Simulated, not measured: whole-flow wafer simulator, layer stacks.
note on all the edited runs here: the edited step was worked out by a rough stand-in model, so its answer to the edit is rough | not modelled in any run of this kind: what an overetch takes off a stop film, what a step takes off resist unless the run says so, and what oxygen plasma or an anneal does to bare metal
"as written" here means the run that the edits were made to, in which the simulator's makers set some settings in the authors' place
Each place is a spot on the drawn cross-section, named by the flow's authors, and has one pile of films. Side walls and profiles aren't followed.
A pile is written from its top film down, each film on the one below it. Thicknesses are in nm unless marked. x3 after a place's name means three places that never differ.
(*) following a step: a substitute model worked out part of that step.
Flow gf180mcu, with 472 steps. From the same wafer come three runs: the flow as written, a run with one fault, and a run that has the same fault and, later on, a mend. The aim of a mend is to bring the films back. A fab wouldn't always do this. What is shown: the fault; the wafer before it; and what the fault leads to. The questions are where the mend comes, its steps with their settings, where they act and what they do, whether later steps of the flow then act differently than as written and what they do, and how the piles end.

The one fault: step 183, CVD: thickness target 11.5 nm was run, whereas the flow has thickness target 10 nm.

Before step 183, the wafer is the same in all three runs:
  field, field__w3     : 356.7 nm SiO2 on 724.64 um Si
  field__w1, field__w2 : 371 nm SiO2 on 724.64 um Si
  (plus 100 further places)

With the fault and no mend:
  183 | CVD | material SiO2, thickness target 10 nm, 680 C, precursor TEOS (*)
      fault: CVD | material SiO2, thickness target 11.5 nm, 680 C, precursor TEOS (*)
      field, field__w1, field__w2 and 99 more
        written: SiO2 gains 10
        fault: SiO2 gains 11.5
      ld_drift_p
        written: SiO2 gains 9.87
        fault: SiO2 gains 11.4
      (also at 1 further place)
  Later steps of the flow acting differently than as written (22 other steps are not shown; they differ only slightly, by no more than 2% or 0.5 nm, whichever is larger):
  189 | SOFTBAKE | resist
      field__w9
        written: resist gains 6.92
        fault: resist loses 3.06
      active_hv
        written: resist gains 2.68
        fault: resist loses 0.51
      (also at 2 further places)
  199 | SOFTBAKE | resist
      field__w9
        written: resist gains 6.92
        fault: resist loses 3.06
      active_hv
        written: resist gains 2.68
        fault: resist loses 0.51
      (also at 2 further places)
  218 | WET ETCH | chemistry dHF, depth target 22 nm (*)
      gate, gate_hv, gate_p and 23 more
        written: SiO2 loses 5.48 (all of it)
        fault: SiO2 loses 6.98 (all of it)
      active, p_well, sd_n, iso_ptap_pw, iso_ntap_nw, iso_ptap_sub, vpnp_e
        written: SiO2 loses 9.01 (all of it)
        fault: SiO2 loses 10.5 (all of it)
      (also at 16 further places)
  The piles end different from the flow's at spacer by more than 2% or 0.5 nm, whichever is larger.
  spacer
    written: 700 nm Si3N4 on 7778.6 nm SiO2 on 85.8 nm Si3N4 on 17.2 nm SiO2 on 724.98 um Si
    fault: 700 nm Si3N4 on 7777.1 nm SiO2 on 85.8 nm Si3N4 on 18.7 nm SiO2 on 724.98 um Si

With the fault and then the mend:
  The mend stands after step 183.
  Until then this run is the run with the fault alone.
  183a | WET ETCH | chemistry dHF, depth target 1.5 nm, 25 C, dilution 100:1 (the flow's step 17, run once more with other settings)
      field, field__w1, field__w2 and 101 more
        SiO2 loses 1.5
  Every later step of the flow that is run acts as written, at every place that is followed, to within 2% or 0.5 nm, whichever is larger.
  At every place that both follow, the piles at the end match the flow's.
